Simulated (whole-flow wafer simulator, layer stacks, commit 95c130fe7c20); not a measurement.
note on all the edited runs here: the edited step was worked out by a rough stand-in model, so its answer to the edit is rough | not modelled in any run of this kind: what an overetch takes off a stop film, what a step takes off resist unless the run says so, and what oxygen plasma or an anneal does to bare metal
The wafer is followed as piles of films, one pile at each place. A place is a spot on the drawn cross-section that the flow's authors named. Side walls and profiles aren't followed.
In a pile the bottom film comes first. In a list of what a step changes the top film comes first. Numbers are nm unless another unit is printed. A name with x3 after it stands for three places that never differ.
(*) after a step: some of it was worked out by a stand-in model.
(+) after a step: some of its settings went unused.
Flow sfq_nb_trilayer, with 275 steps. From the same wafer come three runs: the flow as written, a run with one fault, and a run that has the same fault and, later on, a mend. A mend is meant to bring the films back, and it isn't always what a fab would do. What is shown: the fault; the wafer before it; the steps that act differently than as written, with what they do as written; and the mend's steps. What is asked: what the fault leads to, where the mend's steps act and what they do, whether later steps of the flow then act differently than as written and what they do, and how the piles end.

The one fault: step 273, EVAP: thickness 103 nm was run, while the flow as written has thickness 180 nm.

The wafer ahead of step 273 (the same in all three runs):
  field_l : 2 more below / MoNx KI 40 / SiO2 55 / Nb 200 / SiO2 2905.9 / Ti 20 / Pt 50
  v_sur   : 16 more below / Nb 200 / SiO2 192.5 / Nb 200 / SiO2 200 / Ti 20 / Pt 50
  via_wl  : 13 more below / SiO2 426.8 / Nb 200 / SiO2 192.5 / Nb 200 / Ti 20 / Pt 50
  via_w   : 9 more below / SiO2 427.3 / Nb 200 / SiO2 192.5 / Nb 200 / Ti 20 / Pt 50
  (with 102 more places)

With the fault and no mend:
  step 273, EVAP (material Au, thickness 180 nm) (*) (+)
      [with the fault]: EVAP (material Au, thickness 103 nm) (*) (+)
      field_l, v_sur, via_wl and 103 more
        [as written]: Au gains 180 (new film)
        [with the fault]: Au gains 103 (new film)
  Steps later in the flow that act otherwise than as written:
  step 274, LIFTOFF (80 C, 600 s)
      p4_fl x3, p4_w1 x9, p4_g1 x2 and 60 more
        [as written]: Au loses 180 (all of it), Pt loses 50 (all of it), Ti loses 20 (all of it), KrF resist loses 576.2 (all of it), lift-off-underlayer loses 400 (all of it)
        [with the fault]: Au loses 103 (all of it), Pt loses 50 (all of it), Ti loses 20 (all of it), KrF resist loses 576.2 (all of it), lift-off-underlayer loses 400 (all of it)
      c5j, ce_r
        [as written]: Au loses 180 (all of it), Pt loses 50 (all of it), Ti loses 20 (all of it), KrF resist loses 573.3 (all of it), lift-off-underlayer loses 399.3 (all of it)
        [with the fault]: Au loses 103 (all of it), Pt loses 50 (all of it), Ti loses 20 (all of it), KrF resist loses 573.3 (all of it), lift-off-underlayer loses 399.3 (all of it)
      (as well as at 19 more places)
  The piles end different from the flow's at field_l, v_sur, via_wl and 8 more by more than 2% or 0.5 nm, whichever is larger.
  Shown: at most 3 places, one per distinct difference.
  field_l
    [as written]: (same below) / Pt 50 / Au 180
    [with the fault]: (same below) / Pt 50 / Au 103

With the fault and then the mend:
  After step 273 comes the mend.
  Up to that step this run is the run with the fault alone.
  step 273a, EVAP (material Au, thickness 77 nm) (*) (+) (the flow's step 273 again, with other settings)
      field_l, v_sur, via_wl and 103 more
        Au gains 77
  None of the later steps of the flow acts differently than as written at any place that is followed.
  By the end, the piles equal the flow's at every place that both follow.
